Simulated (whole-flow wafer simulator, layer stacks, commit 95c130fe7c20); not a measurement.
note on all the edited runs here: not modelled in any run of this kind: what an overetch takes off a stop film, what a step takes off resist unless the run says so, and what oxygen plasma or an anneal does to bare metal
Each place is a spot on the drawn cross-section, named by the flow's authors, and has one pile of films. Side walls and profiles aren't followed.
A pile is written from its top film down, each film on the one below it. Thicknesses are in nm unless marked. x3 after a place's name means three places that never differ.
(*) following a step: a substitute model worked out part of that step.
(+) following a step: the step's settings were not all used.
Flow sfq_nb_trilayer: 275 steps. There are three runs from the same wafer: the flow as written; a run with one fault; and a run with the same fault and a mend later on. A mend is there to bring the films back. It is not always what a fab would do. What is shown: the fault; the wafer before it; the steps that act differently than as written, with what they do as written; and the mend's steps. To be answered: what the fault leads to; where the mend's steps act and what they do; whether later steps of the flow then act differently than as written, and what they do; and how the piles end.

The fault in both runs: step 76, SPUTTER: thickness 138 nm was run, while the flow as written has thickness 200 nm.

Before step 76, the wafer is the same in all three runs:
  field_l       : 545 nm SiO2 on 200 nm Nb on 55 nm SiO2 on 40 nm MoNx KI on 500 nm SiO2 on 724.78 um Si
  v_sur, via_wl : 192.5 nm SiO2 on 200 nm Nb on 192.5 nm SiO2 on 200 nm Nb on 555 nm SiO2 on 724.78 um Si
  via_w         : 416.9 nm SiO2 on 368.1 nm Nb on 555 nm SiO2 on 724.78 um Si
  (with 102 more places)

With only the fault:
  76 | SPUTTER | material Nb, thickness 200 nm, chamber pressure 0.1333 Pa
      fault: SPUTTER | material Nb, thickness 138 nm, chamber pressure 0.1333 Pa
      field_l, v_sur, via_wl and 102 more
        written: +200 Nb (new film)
        fault: +138 Nb (new film)
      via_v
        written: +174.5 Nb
        fault: +121.1 Nb
  Steps later in the flow that act otherwise than as written (4 other steps are not shown; they differ only slightly, by no more than 2% or 0.5 nm, whichever is larger):
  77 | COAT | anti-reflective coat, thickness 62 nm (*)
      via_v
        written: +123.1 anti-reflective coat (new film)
        fault: +120.4 anti-reflective coat (new film)
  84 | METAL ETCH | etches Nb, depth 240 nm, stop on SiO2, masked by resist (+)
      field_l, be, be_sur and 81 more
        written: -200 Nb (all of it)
        fault: -138 Nb (all of it)
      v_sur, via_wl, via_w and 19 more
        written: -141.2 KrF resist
        fault: -121.8 KrF resist
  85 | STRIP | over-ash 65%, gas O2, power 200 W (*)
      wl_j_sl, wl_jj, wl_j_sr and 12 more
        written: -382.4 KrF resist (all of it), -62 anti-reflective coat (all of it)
        fault: -401.8 KrF resist (all of it), -62 anti-reflective coat (all of it)
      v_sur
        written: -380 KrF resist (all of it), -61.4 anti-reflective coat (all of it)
        fault: -399.5 KrF resist (all of it), -61.4 anti-reflective coat (all of it)
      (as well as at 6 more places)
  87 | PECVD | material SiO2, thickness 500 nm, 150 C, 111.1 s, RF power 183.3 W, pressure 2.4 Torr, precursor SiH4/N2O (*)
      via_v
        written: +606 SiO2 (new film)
        fault: +591.1 SiO2 (new film)
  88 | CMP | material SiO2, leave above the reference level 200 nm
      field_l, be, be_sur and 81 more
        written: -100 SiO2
        fault: -162 SiO2
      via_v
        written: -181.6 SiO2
        fault: -175.3 SiO2
  By the end, the piles at field_l, v_sur, via_wl and 102 more depart from the flow's by more than 2% or 0.5 nm, whichever is larger.
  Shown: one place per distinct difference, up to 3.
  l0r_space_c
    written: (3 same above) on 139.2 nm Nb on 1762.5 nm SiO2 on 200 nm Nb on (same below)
    fault: (3 same above) on 139.2 nm Nb on 1700.5 nm SiO2 on 200 nm Nb on (same below)
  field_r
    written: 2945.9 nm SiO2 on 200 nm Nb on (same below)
    fault: 2883.9 nm SiO2 on 200 nm Nb on (same below)
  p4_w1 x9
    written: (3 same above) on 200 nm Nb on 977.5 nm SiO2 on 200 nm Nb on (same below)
    fault: (3 same above) on 200 nm Nb on 915.5 nm SiO2 on 200 nm Nb on (same below)

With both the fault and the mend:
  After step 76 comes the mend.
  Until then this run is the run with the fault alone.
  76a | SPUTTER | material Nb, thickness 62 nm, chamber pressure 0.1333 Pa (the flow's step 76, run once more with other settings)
      field_l, v_sur, via_wl and 102 more
        +62 Nb
      via_v
        +49.1 Nb
  None of the later steps of the flow differs from how it acts as written, at any place that is followed, by more than 2% or 0.5 nm, whichever is larger.
  At the end the piles are close to the flow's at the places that both follow, differing by at most 2% or 0.5 nm, whichever is larger.
